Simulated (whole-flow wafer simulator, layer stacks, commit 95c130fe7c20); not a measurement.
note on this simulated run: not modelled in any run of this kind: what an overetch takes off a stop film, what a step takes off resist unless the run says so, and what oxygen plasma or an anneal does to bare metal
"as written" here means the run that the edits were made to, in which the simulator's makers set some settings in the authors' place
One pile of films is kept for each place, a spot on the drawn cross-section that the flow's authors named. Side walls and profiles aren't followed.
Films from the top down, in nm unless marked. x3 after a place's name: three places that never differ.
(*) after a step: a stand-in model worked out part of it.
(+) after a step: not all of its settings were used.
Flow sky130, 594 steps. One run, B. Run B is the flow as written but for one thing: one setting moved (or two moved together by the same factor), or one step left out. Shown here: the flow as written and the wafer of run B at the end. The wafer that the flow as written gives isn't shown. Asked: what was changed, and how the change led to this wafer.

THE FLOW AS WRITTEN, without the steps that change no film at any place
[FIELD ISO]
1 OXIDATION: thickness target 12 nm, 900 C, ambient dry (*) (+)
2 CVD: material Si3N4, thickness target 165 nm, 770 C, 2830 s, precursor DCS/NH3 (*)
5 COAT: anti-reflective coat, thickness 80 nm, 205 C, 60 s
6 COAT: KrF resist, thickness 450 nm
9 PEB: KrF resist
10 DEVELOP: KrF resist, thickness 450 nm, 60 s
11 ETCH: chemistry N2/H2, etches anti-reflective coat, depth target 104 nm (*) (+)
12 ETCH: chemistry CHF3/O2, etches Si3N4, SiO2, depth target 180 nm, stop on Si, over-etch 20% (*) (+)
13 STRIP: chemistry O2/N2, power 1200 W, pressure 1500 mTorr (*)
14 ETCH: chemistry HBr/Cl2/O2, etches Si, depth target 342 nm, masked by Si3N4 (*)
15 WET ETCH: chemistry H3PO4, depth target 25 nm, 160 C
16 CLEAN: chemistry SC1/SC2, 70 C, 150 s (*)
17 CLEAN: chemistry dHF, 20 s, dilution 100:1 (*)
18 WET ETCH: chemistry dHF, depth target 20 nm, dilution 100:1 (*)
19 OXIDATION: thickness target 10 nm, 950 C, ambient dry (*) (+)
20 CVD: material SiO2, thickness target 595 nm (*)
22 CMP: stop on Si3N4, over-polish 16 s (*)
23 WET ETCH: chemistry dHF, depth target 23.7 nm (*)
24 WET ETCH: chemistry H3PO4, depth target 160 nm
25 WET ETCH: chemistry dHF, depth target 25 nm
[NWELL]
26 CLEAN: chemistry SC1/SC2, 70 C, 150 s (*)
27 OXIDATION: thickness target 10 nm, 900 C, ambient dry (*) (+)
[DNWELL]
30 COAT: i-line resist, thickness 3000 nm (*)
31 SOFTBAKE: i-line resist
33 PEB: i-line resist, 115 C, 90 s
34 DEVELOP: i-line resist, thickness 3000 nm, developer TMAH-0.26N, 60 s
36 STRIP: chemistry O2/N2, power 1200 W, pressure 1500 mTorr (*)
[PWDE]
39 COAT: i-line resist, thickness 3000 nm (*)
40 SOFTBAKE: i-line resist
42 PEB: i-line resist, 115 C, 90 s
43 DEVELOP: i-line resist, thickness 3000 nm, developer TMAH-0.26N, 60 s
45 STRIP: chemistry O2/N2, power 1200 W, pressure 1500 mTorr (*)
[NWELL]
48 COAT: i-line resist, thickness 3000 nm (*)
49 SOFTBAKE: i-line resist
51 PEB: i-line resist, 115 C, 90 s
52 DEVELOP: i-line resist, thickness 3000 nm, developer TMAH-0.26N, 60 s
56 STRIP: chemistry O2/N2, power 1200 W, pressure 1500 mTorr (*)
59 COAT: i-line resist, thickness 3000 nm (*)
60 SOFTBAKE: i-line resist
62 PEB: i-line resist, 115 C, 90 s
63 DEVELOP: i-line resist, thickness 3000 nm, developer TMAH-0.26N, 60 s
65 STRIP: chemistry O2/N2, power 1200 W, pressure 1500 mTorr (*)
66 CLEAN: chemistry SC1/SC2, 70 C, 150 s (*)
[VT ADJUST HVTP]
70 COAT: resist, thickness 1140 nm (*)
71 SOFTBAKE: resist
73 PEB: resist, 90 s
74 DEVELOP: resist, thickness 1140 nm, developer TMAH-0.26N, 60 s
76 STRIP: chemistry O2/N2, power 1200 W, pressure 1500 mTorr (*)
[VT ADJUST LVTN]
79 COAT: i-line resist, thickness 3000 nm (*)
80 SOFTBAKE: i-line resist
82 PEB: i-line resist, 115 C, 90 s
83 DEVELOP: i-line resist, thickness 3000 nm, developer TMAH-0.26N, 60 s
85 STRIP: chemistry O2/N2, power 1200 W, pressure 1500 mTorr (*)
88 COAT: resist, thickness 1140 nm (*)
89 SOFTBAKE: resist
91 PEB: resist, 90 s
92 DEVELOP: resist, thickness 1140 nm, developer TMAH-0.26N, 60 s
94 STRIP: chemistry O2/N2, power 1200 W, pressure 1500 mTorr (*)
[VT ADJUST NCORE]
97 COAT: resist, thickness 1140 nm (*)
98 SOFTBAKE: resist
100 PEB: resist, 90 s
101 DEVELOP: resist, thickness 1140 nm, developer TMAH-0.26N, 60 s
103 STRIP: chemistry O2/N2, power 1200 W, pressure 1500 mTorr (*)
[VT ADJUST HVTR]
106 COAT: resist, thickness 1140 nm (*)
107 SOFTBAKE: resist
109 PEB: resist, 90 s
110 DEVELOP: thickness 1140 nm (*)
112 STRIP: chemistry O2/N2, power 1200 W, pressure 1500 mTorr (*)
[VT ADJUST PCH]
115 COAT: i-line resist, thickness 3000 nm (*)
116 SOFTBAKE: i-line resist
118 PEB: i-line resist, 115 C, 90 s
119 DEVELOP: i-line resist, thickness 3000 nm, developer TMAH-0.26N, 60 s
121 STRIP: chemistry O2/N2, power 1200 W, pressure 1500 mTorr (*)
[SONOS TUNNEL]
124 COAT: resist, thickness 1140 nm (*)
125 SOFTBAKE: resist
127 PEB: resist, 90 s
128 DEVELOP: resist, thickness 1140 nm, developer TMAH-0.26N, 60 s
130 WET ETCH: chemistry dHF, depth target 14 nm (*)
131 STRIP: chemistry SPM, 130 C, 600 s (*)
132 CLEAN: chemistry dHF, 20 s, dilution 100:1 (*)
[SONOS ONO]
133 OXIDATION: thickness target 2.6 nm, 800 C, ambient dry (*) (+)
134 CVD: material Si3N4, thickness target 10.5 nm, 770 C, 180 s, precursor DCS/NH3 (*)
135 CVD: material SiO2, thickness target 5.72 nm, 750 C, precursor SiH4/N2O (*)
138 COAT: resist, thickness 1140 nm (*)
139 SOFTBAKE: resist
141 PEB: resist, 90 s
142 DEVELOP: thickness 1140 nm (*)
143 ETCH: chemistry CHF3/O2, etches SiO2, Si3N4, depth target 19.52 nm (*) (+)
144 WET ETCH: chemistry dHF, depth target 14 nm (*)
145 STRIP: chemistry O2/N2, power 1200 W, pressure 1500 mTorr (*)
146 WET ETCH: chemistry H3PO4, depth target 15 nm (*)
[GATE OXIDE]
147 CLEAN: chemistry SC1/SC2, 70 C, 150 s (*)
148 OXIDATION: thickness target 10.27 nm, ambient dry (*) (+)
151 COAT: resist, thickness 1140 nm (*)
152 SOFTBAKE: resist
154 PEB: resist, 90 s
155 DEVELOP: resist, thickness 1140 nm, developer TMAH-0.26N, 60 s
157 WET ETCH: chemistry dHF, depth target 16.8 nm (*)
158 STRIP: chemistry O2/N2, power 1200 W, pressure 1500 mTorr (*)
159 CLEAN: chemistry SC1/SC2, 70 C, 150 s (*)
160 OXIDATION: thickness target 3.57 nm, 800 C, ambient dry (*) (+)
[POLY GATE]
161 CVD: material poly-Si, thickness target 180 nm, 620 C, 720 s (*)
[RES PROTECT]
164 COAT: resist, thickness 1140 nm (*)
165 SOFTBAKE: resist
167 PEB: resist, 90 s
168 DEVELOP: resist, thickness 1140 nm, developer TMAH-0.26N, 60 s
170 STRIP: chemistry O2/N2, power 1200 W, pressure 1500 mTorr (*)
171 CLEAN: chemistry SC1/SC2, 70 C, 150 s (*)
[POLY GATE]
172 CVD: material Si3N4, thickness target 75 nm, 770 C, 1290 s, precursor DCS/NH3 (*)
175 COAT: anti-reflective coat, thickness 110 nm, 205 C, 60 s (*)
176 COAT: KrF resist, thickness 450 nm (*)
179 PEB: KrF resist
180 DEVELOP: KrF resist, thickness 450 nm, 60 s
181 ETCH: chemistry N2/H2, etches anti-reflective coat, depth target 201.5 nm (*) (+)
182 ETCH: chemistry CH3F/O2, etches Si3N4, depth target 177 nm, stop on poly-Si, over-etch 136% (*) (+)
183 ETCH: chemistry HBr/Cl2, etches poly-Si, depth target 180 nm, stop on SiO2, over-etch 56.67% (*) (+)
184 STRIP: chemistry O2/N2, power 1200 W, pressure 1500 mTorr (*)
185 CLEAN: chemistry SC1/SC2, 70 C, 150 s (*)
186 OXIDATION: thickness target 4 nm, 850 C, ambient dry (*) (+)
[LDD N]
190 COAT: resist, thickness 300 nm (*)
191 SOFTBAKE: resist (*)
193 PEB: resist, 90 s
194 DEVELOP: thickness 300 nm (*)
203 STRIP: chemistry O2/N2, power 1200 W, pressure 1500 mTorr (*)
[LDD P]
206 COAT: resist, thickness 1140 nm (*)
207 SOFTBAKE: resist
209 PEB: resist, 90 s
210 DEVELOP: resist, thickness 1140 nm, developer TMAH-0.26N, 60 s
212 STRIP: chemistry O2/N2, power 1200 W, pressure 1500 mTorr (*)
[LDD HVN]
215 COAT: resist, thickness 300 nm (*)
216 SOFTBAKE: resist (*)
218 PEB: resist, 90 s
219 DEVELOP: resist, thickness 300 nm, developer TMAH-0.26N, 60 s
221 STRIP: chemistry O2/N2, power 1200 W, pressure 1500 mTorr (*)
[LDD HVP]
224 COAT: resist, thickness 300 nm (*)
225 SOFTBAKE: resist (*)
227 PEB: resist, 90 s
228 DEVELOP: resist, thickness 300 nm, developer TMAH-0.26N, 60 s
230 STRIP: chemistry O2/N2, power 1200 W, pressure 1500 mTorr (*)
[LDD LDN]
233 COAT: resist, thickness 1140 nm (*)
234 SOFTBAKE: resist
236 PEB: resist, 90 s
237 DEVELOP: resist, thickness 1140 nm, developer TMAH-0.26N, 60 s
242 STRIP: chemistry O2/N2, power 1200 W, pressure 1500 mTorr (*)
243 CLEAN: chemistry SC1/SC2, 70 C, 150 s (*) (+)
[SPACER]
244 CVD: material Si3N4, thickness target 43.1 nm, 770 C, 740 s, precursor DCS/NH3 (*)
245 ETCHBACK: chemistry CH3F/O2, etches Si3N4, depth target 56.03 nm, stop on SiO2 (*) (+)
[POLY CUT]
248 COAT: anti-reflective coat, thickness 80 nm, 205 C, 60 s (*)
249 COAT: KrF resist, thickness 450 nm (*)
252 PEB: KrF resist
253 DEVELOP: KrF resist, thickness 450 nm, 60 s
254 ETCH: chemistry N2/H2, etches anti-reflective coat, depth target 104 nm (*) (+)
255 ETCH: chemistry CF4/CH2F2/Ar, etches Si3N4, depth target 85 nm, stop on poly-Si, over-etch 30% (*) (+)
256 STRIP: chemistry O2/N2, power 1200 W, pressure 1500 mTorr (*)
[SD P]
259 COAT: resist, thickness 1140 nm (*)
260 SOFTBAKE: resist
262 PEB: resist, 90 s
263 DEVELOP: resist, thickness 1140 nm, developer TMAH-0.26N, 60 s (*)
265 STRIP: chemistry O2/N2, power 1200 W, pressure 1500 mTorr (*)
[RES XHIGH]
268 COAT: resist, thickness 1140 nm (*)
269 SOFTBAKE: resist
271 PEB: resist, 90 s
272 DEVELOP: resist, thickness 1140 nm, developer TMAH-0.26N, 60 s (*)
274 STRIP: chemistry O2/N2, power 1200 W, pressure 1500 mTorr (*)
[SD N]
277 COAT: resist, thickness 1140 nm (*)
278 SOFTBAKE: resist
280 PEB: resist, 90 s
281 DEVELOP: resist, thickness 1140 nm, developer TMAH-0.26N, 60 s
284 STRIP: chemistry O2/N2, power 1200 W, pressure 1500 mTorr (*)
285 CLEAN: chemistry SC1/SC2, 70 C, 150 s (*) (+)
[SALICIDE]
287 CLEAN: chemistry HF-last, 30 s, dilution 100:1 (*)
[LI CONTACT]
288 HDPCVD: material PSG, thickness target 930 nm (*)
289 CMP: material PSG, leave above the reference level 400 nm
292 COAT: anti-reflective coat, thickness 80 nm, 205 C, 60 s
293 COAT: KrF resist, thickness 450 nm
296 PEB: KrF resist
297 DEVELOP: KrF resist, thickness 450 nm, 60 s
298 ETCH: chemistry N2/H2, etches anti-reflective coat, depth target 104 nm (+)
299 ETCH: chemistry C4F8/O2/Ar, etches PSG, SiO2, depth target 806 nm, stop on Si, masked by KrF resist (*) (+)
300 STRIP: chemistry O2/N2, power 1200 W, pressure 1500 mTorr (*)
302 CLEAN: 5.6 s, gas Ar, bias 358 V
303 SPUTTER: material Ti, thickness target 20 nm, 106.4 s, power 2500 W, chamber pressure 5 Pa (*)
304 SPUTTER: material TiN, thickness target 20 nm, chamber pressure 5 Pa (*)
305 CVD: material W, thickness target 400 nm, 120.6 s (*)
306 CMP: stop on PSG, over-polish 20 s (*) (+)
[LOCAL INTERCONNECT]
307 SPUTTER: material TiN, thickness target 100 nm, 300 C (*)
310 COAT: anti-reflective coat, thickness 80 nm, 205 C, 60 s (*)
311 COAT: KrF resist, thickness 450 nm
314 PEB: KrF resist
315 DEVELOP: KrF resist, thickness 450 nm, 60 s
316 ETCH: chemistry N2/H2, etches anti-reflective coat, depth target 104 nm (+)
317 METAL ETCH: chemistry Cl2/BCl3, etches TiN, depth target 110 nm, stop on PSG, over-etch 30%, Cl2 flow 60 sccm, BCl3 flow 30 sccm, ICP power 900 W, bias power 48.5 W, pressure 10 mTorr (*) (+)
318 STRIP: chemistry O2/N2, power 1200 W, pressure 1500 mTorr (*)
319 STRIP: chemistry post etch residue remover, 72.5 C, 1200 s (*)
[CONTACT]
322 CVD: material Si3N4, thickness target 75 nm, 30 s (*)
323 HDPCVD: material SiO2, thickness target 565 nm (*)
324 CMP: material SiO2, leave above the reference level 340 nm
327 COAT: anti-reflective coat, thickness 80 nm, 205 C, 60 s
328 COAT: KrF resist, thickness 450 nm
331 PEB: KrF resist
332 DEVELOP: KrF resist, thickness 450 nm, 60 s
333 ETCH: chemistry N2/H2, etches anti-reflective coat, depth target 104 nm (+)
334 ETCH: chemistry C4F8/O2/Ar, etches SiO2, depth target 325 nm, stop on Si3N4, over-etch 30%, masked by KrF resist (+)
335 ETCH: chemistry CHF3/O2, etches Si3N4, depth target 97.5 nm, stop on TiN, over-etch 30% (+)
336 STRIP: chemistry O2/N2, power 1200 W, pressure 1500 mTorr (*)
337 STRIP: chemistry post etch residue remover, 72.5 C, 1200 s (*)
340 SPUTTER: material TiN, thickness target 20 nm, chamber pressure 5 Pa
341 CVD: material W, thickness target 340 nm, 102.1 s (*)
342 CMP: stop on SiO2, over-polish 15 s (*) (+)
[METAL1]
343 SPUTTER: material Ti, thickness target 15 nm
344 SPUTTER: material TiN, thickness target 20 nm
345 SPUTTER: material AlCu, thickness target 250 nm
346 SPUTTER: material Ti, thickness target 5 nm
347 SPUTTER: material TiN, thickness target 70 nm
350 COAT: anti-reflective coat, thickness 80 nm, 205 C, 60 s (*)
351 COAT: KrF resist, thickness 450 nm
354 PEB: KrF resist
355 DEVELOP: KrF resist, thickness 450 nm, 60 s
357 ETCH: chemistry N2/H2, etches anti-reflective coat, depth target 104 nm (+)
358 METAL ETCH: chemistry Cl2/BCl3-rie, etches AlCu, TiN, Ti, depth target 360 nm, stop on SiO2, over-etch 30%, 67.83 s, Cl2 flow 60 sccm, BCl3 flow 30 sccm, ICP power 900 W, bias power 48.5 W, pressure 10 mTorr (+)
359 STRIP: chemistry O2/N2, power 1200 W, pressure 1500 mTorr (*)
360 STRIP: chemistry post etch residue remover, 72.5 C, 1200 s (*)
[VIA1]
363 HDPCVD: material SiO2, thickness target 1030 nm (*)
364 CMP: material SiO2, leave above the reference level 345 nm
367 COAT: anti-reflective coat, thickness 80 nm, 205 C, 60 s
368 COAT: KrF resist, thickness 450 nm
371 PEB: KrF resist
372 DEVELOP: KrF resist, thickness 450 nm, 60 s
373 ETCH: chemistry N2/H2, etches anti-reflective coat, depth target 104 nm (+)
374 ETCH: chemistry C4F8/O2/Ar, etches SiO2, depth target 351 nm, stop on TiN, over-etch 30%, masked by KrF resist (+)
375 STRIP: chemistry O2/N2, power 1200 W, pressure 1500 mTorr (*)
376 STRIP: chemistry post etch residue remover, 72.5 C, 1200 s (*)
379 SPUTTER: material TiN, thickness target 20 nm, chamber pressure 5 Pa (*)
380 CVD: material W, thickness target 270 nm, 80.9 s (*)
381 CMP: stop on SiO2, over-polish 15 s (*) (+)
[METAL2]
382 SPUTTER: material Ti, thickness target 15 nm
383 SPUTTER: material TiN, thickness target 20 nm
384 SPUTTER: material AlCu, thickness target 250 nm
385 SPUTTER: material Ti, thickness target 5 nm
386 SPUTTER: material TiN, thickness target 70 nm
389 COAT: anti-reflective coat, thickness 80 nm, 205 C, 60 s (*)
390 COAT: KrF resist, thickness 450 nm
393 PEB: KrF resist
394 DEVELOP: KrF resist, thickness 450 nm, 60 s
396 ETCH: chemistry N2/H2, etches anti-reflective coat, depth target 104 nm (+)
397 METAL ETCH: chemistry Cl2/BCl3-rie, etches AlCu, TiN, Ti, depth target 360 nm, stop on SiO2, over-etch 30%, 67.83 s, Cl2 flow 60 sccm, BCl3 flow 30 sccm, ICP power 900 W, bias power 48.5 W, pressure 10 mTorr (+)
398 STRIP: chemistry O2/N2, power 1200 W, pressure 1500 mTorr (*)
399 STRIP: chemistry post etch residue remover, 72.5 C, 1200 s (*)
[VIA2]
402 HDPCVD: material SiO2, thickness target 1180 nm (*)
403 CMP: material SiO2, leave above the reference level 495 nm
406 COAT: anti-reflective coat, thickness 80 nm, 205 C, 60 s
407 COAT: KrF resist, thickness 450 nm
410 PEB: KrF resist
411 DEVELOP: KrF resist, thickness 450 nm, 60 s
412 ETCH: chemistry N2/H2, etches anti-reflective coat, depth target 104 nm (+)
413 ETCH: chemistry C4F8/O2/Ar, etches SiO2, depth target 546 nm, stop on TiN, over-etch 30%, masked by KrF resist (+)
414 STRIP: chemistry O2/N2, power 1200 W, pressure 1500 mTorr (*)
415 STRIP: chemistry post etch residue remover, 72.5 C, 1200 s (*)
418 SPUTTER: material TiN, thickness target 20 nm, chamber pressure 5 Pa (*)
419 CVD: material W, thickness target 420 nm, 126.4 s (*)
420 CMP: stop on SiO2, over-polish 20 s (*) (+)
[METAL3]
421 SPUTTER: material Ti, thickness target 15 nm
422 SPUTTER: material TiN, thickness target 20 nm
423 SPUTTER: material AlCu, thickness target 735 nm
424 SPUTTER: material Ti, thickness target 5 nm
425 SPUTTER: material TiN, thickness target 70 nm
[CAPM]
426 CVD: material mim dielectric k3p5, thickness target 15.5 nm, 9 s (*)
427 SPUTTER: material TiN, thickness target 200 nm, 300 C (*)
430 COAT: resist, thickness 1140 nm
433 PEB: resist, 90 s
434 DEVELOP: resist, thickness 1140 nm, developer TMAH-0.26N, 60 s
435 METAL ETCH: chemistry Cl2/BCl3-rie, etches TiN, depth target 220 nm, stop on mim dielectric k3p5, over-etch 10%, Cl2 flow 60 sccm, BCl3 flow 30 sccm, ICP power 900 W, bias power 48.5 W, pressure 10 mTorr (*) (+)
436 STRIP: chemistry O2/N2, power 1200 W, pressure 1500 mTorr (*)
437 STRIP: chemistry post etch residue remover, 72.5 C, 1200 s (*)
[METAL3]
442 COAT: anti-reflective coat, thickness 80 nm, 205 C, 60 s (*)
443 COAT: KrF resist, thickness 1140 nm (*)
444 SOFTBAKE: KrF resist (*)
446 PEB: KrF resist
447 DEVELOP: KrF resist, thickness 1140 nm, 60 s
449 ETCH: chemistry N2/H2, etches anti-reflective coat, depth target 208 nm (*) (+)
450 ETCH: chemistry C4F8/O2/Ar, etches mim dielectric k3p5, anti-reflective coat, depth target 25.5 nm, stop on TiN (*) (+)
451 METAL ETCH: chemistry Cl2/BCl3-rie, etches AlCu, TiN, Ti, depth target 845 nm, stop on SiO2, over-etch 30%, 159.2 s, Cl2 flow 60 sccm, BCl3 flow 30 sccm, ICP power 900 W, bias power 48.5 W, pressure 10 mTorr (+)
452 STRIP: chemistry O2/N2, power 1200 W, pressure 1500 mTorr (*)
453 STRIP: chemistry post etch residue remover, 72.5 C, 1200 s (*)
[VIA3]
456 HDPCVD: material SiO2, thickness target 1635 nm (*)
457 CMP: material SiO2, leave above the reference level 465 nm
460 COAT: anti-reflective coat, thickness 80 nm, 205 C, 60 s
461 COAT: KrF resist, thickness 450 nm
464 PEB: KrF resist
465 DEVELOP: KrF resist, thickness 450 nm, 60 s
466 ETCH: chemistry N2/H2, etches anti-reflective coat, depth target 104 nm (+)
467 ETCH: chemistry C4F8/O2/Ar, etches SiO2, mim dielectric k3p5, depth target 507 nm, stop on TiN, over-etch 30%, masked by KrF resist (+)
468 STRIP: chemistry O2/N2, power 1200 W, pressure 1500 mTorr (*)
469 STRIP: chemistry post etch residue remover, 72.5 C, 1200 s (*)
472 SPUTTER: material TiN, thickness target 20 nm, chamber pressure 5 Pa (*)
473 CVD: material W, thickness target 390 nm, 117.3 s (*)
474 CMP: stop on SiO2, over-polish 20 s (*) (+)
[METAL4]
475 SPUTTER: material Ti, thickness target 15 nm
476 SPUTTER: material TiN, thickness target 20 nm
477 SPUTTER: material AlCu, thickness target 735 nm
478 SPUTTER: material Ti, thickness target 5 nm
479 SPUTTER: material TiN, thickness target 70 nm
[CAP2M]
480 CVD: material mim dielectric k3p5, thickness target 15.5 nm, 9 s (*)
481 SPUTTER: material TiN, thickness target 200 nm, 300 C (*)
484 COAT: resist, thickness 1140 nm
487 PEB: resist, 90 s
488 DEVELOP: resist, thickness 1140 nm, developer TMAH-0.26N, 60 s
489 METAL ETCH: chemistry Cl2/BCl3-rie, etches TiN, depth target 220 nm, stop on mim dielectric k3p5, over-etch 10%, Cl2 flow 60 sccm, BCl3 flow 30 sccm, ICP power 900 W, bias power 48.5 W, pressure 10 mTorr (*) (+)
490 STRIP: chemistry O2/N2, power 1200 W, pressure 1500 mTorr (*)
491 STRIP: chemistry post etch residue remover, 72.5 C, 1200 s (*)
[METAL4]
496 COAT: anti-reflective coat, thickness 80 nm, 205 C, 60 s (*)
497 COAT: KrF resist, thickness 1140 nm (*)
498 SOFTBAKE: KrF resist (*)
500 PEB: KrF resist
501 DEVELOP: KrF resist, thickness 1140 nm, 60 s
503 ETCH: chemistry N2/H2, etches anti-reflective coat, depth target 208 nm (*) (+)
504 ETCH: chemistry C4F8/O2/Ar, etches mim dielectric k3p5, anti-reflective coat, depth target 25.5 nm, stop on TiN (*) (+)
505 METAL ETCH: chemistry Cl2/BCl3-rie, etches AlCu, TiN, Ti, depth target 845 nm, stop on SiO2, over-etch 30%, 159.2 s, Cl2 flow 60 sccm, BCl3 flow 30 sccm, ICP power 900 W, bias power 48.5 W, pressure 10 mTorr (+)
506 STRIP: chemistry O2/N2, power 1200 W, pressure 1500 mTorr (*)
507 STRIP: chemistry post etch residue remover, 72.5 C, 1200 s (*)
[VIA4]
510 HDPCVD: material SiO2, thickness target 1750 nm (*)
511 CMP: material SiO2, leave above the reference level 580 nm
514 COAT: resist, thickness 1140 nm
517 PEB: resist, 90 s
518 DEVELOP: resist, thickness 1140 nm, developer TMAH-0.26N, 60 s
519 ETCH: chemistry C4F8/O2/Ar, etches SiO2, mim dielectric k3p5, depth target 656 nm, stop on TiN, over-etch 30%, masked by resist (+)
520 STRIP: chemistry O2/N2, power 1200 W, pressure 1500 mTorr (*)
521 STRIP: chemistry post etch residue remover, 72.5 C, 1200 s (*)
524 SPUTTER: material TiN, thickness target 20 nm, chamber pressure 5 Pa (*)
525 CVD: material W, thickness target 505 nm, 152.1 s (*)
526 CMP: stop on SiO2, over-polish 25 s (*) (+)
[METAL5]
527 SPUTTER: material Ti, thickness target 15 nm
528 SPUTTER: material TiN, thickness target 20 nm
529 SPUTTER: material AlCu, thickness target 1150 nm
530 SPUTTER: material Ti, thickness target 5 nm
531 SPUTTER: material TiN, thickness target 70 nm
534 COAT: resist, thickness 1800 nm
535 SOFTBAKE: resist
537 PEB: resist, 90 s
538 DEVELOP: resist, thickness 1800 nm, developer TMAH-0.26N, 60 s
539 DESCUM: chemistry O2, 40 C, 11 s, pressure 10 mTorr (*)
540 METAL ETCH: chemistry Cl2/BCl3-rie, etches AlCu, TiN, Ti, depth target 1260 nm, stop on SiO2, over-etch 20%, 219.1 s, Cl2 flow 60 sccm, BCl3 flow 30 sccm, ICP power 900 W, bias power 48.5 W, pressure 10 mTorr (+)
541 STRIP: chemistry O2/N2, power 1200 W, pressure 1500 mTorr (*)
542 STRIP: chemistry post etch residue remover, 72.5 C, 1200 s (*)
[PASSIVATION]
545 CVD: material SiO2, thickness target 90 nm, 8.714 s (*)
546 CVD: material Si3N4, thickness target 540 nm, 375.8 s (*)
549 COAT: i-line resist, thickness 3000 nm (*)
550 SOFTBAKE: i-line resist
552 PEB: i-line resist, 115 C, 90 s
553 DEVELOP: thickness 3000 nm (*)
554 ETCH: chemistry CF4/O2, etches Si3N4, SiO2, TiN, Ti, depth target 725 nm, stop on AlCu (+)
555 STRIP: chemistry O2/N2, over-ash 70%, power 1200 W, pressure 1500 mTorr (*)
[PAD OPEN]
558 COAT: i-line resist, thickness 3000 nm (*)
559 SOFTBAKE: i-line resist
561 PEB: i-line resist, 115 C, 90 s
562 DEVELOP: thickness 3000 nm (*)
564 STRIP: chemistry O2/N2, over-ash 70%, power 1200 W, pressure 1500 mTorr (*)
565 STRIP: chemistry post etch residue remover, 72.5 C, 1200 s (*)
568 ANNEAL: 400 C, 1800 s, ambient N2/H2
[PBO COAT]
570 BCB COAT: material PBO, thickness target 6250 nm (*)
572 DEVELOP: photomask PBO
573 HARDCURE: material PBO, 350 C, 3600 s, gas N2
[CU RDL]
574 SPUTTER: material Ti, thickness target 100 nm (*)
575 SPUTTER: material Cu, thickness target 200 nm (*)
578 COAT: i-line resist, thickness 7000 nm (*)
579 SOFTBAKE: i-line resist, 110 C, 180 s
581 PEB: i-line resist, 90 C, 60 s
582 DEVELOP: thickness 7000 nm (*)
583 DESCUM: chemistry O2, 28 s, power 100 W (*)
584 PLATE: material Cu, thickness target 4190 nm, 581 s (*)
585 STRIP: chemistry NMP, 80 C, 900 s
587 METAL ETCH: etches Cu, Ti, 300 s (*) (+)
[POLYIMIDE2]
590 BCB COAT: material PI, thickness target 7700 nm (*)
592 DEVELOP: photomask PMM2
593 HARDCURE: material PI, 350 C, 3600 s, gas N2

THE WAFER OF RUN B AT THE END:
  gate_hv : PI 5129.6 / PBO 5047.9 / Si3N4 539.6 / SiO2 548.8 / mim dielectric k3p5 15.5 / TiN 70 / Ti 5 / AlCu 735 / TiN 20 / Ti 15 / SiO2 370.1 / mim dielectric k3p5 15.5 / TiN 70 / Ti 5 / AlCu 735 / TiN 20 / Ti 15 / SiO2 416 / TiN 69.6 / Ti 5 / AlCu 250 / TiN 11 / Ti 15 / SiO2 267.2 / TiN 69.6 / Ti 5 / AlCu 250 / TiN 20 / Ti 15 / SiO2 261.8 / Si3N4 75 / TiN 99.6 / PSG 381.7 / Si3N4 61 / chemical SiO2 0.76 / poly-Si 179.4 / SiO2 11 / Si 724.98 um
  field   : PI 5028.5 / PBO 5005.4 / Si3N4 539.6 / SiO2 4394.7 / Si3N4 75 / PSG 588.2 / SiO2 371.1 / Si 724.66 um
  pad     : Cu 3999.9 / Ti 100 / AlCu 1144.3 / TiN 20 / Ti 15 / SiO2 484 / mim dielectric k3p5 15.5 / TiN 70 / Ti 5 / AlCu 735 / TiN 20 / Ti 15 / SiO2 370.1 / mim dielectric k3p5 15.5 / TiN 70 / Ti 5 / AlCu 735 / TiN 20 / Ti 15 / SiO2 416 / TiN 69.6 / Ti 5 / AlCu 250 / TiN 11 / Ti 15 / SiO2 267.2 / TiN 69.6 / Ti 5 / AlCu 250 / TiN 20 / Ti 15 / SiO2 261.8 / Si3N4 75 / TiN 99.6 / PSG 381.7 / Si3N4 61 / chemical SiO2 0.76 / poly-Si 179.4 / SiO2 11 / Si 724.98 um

The cause: step 383, SPUTTER: thickness target 11 nm was run, where the flow has thickness target 20 nm.
It can be read off the wafer: gate_hv has TiN 11, and step 383 as written asks for 20 nm.

How the change led to this, step by step:
  383 SPUTTER: material TiN, thickness target 20 nm
      field, active, n_well and 188 more: TiN +11 (new film) (as written it would be: TiN +20 (new film))
  397 METAL ETCH: chemistry Cl2/BCl3-rie, etches AlCu, TiN, Ti, depth target 360 nm, stop on SiO2, over-etch 30%, 67.83 s, Cl2 flow 60 sccm, BCl3 flow 30 sccm, ICP power 900 W, bias power 48.5 W, pressure 10 mTorr (+)
      field, active, gate and 82 more: TiN -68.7 (all of it), Ti -5 (all of it), AlCu -250 (all of it), TiN -11 (all of it), Ti -15 (all of it), SiO2 -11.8 (as written it would be: TiN -68.7 (all of it), Ti -5 (all of it), AlCu -250 (all of it), TiN -20 (all of it), Ti -15 (all of it), SiO2 -10.9)
  403 CMP: material SiO2, leave above the reference level 495 nm
      field, active, gate and 82 more: SiO2 -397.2 (as written it would be: SiO2 -389.1)
